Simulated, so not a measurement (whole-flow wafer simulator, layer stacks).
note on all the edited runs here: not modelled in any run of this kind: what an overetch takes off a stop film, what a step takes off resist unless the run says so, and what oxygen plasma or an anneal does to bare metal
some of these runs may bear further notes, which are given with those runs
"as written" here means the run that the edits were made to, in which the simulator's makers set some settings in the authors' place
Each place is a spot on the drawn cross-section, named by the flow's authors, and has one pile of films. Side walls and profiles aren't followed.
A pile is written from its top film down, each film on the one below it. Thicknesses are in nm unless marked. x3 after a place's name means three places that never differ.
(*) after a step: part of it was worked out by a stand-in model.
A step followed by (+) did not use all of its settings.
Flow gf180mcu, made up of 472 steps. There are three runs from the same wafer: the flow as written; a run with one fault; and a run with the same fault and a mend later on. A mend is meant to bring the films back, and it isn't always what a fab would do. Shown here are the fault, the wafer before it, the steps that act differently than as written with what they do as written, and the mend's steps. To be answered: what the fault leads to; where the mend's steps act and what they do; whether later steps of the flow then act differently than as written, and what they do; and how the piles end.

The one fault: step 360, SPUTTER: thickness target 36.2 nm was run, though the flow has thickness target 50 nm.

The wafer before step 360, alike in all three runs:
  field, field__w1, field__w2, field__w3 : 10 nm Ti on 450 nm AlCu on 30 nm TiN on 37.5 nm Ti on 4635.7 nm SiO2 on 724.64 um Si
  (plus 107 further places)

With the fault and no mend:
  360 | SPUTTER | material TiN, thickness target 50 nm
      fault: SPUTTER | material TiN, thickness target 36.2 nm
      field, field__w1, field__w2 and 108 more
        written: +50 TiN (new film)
        fault: +36.2 TiN (new film)
  Steps later in the flow that act otherwise than as written (4 more steps, not shown, differ only slightly: by at most 2% or 0.5 nm, whichever is larger):
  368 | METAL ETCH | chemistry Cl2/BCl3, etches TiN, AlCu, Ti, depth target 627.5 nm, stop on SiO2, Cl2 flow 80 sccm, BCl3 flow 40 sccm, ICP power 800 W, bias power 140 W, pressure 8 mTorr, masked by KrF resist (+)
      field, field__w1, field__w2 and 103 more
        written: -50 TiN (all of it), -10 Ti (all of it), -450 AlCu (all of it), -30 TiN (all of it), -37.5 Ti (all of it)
        fault: -36.2 TiN (all of it), -10 Ti (all of it), -450 AlCu (all of it), -30 TiN (all of it), -37.5 Ti (all of it)
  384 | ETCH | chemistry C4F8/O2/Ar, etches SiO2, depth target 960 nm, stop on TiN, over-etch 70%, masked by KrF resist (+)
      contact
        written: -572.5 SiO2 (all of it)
        fault: -586.3 SiO2 (all of it)
  By the end, the piles at field__w8, contact, m1, m1__w1, m1_nw depart from the flow's by more than 2% or 0.5 nm, whichever is larger.
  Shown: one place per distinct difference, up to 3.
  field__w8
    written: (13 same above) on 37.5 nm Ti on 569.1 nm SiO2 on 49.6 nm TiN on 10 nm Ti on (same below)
    fault: (13 same above) on 37.5 nm Ti on 582.9 nm SiO2 on 35.8 nm TiN on 10 nm Ti on (same below)
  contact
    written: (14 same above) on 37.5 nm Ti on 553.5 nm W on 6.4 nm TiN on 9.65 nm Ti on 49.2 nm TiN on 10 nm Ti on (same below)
    fault: (14 same above) on 37.5 nm Ti on 567.4 nm W on 6.35 nm TiN on 9.58 nm Ti on 35.4 nm TiN on 10 nm Ti on (same below)

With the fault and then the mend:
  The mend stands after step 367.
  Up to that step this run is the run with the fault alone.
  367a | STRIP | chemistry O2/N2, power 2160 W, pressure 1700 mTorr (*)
      field__w8, contact, m1, m1__w1, m1_nw
        -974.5 KrF resist (all of it)
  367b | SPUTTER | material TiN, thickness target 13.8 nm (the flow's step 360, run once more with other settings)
      field, field__w1, field__w2 and 108 more
        +13.8 TiN
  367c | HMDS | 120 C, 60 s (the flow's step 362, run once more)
      alters no film at any place that is followed
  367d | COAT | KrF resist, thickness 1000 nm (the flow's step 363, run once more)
      field, field__w1, field__w2 and 108 more
        +1000 KrF resist (new film)
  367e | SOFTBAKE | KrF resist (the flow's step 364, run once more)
      alters no film at any place that is followed
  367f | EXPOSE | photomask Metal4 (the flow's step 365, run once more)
      alters no film at any place that is followed
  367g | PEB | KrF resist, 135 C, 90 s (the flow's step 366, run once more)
      field, field__w1, field__w2 and 108 more
        -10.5 KrF resist
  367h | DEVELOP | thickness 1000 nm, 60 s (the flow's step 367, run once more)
      field, field__w1, field__w2 and 103 more
        -989.5 KrF resist (all of it)
      field__w8, contact, m1, m1__w1, m1_nw
        -14.9 KrF resist
  Later steps of the flow that are run all act as written at every place that is followed.
  By the end, the piles equal the flow's at every place that both follow.
